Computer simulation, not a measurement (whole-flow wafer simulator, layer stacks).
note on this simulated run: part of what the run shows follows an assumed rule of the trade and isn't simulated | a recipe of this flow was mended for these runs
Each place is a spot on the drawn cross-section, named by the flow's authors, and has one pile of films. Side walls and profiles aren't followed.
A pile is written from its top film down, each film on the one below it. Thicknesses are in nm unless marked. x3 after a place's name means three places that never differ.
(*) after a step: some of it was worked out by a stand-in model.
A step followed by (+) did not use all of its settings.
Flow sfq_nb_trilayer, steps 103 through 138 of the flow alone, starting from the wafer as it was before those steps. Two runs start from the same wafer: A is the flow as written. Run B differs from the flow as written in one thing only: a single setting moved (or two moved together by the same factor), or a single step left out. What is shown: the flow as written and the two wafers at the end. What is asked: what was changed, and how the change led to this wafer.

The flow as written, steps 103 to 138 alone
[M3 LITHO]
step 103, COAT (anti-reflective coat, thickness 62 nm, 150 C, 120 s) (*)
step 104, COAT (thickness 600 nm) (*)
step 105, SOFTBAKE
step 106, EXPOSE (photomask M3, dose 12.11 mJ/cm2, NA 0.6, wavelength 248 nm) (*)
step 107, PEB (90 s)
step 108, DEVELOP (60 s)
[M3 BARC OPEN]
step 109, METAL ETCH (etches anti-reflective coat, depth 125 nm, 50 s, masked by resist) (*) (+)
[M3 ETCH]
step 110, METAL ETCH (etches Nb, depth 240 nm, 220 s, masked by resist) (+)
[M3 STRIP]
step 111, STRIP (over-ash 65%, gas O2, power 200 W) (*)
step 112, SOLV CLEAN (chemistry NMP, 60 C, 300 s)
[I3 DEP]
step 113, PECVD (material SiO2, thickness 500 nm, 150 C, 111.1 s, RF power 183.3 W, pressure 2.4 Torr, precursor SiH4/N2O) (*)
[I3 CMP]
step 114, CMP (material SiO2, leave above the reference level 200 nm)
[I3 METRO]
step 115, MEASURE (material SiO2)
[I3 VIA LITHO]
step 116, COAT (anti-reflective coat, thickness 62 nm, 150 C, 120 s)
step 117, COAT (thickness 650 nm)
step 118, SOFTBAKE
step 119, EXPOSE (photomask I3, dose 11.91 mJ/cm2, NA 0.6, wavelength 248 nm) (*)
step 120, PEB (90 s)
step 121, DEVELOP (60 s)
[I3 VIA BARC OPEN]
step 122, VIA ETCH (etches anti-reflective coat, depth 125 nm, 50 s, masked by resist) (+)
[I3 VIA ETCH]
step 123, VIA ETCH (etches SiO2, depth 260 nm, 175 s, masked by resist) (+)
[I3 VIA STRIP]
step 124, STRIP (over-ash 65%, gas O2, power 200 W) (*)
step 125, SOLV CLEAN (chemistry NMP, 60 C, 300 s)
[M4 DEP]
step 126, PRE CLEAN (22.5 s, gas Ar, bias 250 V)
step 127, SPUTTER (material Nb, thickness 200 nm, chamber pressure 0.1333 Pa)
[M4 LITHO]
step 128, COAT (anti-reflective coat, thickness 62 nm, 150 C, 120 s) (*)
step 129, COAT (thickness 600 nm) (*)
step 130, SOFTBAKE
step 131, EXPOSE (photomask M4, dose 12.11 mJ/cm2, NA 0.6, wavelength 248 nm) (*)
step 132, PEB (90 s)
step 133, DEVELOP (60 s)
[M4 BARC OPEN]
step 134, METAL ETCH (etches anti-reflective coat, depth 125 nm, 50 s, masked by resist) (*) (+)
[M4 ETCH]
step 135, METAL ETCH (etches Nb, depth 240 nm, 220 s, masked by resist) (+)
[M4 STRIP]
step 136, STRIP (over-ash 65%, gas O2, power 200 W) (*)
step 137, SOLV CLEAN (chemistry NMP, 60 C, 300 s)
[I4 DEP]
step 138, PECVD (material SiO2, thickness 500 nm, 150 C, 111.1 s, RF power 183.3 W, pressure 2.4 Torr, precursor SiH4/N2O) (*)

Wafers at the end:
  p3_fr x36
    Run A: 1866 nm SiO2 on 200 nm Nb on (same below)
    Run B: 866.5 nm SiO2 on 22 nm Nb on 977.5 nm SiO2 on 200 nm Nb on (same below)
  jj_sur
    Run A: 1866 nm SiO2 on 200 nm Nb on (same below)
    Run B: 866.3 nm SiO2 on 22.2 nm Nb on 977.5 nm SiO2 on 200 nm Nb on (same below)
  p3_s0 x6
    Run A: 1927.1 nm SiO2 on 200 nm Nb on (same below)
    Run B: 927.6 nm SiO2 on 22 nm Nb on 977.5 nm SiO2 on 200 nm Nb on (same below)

The reason: step 109, METAL ETCH: etches anti-reflective coat, depth 125 nm, 50 s, masked by resist (*) (+), was omitted.

Step by step, how the change led to this:
  step 110, METAL ETCH (etches Nb, depth 240 nm, 220 s, masked by resist) (+)
      p4_fl x3, p4_g1 x2, p3_s0 x6, p3_fr x36, wl_d_m1, l0r_line_l x3, m0r_space_l x2: A -200 Nb (all of it), -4 SiO2 | B -62 anti-reflective coat (all of it), -178 Nb
      r_end, moat, field_r and 7 more: A -200 Nb (all of it), -4 SiO2 | B -62.3 anti-reflective coat (all of it), -177.7 Nb
      (as well as at 12 more places)
  step 111, STRIP (over-ash 65%, gas O2, power 200 W) (*)
      p4_w1 x9, wl_j_sl x15: A -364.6 KrF-resist-other-grade (all of it), -62 anti-reflective coat (all of it) | B -434 KrF-resist-other-grade (all of it), -62 anti-reflective coat (all of it)
      v_sur: A -361 KrF-resist-other-grade (all of it), -46 anti-reflective coat (all of it) | B -430.5 KrF-resist-other-grade (all of it), -46 anti-reflective coat (all of it)
      (as well as at 6 more places)
  step 113, PECVD (material SiO2, thickness 500 nm, 150 C, 111.1 s, RF power 183.3 W, pressure 2.4 Torr, precursor SiH4/N2O) (*)
      field_l, be, be_sur and 64 more: A +500 SiO2 | B +500 SiO2 (new film)
      p4_g1 x2, p3_s0 x6: A +561.1 SiO2 | B +535.1 SiO2 (new film)
  step 114, CMP (material SiO2, leave above the reference level 200 nm)
      p4_fl x3, p3_fr x36, wl_d_m1, l0r_line_l x3, m0r_space_l x2: A -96 SiO2 | B -122 SiO2
      r_end, moat, field_r and 7 more: A -96 SiO2 | B -122.3 SiO2
      (as well as at 12 more places)
Taking metal films that touch as one body, p3_fr x36 has 2 bodies (between them, from the top down: SiO2 977.5); the flow as written gives 1 body.
Taking metal films that touch as one body, jj_sur has 2 bodies (between them, from the top down: SiO2 977.5); the flow as written gives 1 body.
Taking metal films that touch as one body, p3_s0 x6 has 2 bodies (between them, from the top down: SiO2 977.5); the flow as written gives 1 body.
